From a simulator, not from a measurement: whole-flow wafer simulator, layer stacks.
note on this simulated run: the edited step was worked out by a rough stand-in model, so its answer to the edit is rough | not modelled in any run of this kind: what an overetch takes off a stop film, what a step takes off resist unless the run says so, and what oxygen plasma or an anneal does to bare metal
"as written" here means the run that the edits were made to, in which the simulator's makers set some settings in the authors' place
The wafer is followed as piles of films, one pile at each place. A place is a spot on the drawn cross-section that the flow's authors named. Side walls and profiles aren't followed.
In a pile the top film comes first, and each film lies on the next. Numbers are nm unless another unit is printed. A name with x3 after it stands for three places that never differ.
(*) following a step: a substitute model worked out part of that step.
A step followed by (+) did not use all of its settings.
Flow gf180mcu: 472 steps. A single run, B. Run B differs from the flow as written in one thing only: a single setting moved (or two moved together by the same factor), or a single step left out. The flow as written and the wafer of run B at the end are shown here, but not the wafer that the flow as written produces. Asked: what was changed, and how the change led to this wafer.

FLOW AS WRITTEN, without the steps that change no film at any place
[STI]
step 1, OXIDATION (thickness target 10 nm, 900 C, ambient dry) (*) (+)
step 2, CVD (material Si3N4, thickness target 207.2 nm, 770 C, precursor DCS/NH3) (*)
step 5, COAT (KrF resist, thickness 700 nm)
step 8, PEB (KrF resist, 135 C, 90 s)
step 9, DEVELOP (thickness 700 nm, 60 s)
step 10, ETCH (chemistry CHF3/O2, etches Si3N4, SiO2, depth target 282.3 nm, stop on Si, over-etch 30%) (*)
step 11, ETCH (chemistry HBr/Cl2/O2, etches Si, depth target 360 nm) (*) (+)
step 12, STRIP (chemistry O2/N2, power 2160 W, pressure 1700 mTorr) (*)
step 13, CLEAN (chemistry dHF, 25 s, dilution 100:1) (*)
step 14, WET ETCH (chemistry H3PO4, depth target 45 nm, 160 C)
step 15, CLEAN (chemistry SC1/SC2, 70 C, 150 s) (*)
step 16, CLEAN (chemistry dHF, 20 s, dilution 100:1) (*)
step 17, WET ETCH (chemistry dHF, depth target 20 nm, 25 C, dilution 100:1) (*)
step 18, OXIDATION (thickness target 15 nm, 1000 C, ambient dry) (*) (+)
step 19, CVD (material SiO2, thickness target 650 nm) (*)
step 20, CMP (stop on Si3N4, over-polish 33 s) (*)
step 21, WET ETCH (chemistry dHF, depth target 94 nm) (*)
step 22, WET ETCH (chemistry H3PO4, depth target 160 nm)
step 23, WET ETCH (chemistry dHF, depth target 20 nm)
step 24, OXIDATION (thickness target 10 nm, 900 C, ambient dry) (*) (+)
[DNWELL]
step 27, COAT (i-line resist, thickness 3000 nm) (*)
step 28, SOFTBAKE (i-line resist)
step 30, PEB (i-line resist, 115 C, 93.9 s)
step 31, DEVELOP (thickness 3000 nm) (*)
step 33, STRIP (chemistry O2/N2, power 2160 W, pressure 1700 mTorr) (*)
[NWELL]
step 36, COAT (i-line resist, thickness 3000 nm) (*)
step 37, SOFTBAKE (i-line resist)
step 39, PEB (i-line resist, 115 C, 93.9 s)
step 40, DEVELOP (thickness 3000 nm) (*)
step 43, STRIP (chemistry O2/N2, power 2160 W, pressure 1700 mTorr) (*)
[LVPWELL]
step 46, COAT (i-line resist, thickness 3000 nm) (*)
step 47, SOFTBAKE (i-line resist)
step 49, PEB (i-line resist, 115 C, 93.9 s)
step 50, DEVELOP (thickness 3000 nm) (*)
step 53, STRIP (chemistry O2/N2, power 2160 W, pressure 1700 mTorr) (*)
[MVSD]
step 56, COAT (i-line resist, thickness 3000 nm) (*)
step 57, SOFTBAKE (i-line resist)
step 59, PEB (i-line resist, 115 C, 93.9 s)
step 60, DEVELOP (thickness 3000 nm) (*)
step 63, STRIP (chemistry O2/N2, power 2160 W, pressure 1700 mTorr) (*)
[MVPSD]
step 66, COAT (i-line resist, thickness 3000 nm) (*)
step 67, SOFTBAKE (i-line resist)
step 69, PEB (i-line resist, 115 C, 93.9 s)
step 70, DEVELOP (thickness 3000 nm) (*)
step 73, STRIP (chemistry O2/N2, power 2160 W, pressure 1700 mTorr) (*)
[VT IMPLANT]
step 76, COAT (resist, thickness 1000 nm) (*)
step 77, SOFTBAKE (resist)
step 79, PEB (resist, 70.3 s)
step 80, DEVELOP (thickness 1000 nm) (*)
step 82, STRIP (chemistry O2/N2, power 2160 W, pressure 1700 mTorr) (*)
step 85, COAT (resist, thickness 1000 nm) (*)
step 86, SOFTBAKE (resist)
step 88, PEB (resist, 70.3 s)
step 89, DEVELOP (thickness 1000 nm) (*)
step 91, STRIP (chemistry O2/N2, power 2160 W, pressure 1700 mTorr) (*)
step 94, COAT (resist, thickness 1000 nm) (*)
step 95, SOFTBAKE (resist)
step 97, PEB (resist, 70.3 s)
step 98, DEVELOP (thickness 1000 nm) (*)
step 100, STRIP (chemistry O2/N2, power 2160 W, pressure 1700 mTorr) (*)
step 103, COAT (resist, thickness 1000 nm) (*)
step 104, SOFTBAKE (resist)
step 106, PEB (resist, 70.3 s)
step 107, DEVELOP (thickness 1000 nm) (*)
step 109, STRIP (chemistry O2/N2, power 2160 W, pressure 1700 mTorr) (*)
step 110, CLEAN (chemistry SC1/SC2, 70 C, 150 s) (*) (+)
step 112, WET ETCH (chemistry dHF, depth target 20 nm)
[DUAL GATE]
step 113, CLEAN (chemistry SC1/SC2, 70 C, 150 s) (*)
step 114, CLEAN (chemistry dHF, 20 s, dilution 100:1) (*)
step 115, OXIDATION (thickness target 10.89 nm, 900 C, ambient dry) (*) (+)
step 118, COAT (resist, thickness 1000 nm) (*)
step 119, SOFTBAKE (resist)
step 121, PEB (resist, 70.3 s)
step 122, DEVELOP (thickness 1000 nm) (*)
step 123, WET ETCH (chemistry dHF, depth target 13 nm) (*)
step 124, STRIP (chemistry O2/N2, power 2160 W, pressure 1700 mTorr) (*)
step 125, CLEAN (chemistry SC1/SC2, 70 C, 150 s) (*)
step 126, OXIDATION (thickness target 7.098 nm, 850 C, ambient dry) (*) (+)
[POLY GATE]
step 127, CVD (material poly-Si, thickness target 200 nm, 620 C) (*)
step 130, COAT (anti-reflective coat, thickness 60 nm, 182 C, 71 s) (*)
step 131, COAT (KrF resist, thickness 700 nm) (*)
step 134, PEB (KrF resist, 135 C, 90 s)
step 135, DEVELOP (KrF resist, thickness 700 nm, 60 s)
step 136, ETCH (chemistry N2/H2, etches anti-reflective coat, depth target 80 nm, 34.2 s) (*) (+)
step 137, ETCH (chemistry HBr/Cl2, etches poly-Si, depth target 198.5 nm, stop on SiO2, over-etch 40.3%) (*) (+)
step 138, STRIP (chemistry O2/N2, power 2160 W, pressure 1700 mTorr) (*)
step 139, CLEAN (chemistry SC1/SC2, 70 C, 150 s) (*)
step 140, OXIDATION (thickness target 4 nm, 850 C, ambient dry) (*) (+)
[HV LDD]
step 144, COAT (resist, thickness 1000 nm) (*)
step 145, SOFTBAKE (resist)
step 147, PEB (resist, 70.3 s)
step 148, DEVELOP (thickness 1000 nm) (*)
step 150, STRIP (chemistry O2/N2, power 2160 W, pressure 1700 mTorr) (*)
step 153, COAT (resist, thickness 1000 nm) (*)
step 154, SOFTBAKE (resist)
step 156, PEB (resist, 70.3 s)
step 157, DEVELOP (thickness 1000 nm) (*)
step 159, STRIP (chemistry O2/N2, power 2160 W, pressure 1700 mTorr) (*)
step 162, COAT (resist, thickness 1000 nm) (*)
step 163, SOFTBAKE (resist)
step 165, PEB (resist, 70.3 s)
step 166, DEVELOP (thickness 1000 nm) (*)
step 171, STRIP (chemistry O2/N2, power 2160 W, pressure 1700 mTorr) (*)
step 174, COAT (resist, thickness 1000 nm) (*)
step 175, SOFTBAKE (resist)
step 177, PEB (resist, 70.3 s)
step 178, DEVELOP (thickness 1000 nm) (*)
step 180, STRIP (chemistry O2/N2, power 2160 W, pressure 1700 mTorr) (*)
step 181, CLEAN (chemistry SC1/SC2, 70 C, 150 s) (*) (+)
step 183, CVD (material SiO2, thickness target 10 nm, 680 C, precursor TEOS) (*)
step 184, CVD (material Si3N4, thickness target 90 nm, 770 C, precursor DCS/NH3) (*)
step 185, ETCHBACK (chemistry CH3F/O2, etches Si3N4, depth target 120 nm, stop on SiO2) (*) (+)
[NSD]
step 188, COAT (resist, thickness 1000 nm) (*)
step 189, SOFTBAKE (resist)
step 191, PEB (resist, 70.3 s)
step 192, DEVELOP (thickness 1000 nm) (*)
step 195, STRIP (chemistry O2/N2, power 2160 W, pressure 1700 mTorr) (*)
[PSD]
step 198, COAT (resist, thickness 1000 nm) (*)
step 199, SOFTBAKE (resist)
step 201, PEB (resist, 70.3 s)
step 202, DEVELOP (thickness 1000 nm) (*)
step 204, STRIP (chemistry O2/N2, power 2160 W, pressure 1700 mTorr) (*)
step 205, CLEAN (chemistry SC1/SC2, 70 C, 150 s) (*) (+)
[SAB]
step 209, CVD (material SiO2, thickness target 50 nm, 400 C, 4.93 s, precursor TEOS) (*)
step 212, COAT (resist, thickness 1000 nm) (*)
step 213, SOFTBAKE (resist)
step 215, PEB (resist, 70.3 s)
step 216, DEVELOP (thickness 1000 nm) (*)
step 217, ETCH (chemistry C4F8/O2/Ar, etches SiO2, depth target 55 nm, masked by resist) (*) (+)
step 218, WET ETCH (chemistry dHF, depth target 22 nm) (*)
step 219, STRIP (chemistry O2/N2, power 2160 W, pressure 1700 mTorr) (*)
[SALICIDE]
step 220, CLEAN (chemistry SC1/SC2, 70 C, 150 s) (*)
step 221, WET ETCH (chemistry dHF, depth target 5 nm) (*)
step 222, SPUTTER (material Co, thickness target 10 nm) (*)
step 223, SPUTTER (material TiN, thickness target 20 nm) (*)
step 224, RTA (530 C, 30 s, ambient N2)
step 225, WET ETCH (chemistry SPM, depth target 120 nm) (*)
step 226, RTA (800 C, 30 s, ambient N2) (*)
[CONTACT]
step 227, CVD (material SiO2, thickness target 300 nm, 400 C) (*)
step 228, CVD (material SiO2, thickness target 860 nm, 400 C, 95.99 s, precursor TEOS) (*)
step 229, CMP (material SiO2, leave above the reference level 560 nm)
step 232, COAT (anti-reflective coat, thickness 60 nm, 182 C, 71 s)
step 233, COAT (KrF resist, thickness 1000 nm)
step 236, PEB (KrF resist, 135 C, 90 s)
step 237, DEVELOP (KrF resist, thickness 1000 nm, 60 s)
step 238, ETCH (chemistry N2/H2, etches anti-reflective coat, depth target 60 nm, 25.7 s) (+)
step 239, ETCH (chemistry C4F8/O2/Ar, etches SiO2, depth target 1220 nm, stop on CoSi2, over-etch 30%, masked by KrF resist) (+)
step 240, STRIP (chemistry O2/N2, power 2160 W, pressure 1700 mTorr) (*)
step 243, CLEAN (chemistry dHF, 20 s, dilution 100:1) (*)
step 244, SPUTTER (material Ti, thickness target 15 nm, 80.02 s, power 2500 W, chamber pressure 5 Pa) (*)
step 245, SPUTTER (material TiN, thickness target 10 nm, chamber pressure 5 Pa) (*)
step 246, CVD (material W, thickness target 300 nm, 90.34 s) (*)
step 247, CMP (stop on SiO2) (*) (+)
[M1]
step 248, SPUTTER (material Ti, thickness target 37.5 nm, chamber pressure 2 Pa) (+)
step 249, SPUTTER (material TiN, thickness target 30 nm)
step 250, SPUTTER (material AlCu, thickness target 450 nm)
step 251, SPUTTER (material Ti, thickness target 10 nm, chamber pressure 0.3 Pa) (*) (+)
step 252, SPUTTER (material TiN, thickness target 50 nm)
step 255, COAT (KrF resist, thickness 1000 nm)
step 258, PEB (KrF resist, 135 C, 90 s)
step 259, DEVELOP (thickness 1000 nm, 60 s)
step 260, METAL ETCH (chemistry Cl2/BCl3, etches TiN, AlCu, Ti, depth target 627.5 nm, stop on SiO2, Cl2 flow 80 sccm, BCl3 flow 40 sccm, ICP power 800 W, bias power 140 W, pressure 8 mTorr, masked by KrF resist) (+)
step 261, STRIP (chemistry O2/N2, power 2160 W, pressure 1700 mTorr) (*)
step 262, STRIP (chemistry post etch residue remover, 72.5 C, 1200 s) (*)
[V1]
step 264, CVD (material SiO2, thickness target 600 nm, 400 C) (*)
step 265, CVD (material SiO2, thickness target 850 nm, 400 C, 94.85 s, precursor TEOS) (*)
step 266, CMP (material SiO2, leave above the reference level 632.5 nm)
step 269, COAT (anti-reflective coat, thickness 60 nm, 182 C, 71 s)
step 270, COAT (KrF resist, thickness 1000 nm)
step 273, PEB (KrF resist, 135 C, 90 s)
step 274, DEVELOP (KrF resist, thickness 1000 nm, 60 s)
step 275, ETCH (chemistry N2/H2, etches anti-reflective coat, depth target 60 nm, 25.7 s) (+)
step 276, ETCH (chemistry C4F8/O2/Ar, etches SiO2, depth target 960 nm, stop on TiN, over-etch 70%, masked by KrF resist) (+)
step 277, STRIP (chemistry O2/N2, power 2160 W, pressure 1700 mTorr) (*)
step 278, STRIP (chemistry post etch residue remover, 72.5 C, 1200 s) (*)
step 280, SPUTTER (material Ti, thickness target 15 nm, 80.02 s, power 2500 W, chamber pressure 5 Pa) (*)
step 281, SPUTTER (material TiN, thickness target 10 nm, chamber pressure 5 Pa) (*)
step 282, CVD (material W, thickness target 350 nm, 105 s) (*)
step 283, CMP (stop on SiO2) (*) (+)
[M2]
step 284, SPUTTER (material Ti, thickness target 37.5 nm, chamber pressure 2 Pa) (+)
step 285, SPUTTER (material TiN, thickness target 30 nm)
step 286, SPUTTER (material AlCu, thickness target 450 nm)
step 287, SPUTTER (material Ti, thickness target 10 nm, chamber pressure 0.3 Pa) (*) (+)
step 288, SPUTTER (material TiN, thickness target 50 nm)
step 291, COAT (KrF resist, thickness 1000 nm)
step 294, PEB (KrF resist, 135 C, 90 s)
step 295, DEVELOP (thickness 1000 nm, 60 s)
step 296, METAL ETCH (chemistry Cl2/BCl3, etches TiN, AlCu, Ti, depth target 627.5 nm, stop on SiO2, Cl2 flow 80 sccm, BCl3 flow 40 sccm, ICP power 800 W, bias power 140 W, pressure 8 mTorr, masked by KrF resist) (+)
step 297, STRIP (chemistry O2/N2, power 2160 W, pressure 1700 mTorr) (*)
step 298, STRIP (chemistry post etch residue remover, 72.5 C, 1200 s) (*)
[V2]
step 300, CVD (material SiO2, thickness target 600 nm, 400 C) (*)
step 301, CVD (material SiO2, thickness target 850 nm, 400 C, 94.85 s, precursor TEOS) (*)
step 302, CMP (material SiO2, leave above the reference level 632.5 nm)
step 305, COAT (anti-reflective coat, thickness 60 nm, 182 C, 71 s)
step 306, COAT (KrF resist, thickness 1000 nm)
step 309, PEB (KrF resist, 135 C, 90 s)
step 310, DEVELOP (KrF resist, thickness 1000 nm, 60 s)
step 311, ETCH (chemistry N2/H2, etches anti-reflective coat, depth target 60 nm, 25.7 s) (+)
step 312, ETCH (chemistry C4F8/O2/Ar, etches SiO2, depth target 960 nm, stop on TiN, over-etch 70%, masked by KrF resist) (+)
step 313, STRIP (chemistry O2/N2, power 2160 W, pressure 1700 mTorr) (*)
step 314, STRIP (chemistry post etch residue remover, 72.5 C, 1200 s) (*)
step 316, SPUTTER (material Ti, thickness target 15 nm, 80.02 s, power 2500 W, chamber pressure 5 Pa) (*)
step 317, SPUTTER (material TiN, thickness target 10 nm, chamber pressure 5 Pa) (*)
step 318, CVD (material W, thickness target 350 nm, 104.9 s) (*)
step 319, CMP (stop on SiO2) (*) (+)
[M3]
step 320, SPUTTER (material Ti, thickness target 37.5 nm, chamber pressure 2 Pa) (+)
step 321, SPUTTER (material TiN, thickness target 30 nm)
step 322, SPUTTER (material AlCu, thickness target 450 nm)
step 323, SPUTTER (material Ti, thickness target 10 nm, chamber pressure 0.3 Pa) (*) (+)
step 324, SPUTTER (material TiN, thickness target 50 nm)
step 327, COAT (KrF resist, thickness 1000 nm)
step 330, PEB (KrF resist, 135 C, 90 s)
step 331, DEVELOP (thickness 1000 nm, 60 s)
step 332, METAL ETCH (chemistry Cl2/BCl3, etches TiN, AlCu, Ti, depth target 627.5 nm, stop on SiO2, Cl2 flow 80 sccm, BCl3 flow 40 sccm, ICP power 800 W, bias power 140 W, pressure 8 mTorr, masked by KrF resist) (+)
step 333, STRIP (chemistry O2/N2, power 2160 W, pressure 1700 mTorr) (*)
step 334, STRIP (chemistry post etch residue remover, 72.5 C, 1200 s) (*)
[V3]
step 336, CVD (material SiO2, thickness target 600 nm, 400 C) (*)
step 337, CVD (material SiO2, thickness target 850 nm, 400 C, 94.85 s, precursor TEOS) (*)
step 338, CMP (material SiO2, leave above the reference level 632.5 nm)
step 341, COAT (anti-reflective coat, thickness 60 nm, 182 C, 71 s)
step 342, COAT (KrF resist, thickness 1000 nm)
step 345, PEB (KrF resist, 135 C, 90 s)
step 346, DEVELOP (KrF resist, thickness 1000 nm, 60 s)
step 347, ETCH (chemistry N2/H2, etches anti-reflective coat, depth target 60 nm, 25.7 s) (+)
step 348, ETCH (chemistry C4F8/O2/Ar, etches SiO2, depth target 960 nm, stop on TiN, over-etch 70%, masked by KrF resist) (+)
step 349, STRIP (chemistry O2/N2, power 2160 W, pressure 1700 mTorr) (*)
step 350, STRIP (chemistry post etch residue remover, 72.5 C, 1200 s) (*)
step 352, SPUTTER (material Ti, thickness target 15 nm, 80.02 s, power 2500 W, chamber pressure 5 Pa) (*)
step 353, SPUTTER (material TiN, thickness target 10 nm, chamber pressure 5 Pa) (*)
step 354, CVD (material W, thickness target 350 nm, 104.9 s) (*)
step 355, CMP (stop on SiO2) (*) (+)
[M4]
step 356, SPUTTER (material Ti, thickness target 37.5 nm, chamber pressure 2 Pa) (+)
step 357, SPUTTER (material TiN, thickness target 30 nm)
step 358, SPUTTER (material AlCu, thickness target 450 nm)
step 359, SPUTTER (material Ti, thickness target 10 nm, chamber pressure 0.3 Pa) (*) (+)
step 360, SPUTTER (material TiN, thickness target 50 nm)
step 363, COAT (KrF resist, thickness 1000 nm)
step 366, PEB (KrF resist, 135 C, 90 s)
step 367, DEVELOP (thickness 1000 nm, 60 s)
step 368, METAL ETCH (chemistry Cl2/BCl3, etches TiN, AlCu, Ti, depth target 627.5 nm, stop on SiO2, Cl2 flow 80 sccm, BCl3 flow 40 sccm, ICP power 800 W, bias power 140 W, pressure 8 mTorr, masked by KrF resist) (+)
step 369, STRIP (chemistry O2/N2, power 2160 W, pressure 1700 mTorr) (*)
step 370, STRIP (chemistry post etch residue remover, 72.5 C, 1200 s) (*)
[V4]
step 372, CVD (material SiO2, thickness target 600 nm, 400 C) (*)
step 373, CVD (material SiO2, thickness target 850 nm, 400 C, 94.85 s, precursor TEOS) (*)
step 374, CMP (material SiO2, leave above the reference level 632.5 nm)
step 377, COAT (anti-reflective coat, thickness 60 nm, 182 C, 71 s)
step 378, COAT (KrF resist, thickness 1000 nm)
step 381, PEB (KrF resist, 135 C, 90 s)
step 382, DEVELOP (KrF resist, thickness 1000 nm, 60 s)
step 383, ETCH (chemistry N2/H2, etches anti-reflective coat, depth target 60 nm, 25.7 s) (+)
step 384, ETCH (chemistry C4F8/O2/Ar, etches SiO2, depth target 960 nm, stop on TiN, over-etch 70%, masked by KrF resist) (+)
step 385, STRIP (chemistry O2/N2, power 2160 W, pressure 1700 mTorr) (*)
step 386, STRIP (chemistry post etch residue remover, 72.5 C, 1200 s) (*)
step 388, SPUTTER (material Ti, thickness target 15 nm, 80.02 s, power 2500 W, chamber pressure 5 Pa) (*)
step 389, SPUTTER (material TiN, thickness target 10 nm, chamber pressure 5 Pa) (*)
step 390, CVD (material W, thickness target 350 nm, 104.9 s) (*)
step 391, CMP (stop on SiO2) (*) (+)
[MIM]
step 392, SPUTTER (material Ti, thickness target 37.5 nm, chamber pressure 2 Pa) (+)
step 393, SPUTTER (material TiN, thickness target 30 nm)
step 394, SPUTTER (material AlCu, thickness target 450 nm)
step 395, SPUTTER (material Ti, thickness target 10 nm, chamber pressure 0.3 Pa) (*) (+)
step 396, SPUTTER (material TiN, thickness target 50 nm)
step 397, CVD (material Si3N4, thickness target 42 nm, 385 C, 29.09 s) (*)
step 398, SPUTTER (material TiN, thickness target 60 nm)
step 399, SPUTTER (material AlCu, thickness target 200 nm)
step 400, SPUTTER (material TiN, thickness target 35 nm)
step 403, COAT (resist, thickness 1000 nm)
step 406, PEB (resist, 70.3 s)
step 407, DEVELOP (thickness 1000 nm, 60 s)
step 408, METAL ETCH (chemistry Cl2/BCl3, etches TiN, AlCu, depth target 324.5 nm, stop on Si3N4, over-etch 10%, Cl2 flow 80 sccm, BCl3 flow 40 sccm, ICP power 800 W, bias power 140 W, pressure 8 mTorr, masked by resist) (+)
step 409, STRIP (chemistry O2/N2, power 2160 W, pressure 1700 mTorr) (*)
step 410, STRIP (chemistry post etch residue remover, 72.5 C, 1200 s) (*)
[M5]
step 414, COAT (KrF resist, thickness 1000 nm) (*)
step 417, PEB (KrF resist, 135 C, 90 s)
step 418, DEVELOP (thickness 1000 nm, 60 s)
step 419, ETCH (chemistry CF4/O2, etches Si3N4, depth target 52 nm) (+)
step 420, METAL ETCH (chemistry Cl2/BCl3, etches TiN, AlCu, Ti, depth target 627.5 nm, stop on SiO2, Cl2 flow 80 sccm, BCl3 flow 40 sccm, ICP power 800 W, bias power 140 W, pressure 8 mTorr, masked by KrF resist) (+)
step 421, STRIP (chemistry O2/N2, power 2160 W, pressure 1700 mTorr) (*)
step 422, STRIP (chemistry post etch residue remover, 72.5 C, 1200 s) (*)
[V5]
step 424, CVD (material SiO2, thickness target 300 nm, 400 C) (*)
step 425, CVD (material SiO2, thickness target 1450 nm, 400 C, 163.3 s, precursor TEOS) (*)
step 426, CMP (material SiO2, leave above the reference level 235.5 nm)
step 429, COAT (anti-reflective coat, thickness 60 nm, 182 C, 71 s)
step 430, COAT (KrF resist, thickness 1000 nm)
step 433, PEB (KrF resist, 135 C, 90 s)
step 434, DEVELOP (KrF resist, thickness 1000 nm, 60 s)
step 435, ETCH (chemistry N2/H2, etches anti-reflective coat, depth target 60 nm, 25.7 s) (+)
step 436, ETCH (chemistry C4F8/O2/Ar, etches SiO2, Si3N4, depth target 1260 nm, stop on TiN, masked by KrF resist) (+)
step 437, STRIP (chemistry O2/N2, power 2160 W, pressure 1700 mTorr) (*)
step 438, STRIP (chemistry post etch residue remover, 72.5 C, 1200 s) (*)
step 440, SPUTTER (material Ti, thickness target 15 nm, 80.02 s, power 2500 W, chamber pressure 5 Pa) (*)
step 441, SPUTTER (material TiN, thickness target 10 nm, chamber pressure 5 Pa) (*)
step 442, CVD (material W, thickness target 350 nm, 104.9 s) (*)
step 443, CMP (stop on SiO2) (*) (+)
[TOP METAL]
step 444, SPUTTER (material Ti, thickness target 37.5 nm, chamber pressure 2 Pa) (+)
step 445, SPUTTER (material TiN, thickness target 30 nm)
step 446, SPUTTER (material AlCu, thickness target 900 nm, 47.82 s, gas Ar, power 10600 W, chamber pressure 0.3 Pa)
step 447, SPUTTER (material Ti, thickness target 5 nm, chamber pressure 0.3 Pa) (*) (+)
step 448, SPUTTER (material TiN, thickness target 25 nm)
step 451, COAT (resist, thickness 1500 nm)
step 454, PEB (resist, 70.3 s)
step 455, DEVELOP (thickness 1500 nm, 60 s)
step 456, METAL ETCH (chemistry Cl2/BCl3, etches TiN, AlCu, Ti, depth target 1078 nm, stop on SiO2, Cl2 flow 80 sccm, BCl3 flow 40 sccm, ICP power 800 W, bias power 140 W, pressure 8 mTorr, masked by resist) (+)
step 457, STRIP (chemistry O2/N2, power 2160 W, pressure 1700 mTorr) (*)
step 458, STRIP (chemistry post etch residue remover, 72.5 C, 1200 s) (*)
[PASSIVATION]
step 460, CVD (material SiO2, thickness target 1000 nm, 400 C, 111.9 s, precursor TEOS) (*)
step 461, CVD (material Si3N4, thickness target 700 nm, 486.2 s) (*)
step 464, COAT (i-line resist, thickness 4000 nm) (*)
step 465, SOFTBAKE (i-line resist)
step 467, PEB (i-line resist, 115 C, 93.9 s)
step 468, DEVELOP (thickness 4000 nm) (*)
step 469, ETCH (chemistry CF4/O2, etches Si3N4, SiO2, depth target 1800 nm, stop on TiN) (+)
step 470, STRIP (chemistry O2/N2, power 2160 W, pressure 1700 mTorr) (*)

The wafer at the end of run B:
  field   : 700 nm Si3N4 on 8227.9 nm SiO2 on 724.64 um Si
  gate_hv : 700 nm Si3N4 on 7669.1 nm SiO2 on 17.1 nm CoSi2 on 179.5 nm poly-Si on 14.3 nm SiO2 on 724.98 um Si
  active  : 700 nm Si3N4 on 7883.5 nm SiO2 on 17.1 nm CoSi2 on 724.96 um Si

What caused this: step 222, SPUTTER: thickness target 4.9 nm was run, though the flow has thickness target 10 nm.

How this came from the change, step by step:
  step 222, SPUTTER (material Co, thickness target 10 nm) (*)
      field, field__w7, field__w8 and 71 more: Co gains 4.9 (new film) (in the flow as written it would be: Co gains 10 (new film))
      field__w2, mim: Co gains 4.24 (new film) (in the flow as written it would be: Co gains 8.65 (new film))
      (and at 35 other places as well)
  step 224, RTA (530 C, 30 s, ambient N2)
      gate, gate_hv, gate_p and 22 more: under 1 film: CoSi gains 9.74 (new film), Co loses 4.9 (all of it), poly-Si loses 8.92 (in the flow as written it would be: under 1 film: CoSi gains 19.9 (new film), Co loses 10 (all of it), poly-Si loses 18.2)
      active, p_well, sd_n and 11 more: under 1 film: CoSi gains 9.74 (new film), Co loses 4.9 (all of it), Si loses 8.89 (in the flow as written it would be: under 1 film: CoSi gains 19.9 (new film), Co loses 10 (all of it), Si loses 18.1)
      (and at 10 other places as well)
  step 225, WET ETCH (chemistry SPM, depth target 120 nm) (*)
      field, field__w7, field__w8 and 32 more: TiN loses 20 (all of it), Co loses 4.9 (all of it) (in the flow as written it would be: TiN loses 20 (all of it), Co loses 10 (all of it))
      field_sub__w3, nw_enc_fld_lv__w4: TiN loses 19.8 (all of it), Co loses 4.86 (all of it) (in the flow as written it would be: TiN loses 19.8 (all of it), Co loses 9.91 (all of it))
      (and at 25 other places as well)
  step 226, RTA (800 C, 30 s, ambient N2) (*)
      gate, gate_hv, gate_p and 22 more: CoSi2 gains 17.1 (new film), CoSi loses 9.74 (all of it), poly-Si loses 8.92 (in the flow as written it would be: CoSi2 gains 35 (new film), CoSi loses 19.9 (all of it), poly-Si loses 18.2)
      active, p_well, sd_n and 11 more: CoSi2 gains 17.1 (new film), CoSi loses 9.74 (all of it), Si loses 8.89 (in the flow as written it would be: CoSi2 gains 35 (new film), CoSi loses 19.9 (all of it), Si loses 18.1)
      (and at 10 other places as well)
